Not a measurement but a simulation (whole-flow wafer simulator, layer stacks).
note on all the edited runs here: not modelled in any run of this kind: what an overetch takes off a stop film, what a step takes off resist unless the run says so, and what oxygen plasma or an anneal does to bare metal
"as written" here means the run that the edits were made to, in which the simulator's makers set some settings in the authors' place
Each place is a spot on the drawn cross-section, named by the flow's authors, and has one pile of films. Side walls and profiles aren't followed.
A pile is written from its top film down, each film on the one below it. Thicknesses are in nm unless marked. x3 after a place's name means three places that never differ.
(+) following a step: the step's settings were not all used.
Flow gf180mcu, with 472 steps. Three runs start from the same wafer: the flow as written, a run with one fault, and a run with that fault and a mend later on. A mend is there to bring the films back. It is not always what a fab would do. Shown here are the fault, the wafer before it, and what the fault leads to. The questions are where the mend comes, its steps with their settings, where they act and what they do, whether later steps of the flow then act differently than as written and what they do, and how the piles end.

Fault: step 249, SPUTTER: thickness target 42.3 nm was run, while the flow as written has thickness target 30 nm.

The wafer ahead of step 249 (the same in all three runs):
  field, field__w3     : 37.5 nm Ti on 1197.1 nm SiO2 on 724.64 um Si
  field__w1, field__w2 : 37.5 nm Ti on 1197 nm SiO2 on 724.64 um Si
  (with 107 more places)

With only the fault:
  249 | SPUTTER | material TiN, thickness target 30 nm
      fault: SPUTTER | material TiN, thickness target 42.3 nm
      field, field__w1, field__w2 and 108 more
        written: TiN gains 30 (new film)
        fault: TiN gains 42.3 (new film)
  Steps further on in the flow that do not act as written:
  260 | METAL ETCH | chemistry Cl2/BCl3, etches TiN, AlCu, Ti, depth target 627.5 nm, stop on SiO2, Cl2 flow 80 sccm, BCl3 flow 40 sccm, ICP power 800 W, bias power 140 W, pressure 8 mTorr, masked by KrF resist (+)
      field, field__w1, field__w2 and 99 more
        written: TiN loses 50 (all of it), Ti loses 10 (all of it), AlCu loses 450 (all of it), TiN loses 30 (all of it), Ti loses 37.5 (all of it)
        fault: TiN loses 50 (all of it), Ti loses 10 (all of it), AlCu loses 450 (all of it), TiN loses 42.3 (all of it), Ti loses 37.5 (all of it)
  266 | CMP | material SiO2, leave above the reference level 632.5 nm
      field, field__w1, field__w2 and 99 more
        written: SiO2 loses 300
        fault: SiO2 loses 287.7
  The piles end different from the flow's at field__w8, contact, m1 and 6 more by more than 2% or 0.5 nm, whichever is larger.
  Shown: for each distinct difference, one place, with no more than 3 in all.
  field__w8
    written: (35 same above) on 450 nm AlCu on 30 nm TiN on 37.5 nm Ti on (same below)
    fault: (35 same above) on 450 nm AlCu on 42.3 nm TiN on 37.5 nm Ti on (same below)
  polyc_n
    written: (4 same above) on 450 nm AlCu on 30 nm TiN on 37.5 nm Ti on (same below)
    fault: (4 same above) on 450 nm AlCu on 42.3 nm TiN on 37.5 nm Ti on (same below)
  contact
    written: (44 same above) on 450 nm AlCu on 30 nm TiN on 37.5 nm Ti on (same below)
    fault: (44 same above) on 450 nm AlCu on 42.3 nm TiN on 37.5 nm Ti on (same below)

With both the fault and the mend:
  The mend follows step 249.
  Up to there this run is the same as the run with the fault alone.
  249a | METAL ETCH | chemistry Cl2/BCl3, etches TiN, AlCu, Ti, depth target 12.3 nm, Cl2 flow 80 sccm, BCl3 flow 40 sccm, ICP power 800 W, bias power 140 W, pressure 8 mTorr
      field, field__w1, field__w2 and 108 more
        TiN loses 12.3
  Every later step of the flow that is run acts as written at every place that is followed.
  At every place that both follow, the piles at the end match the flow's.
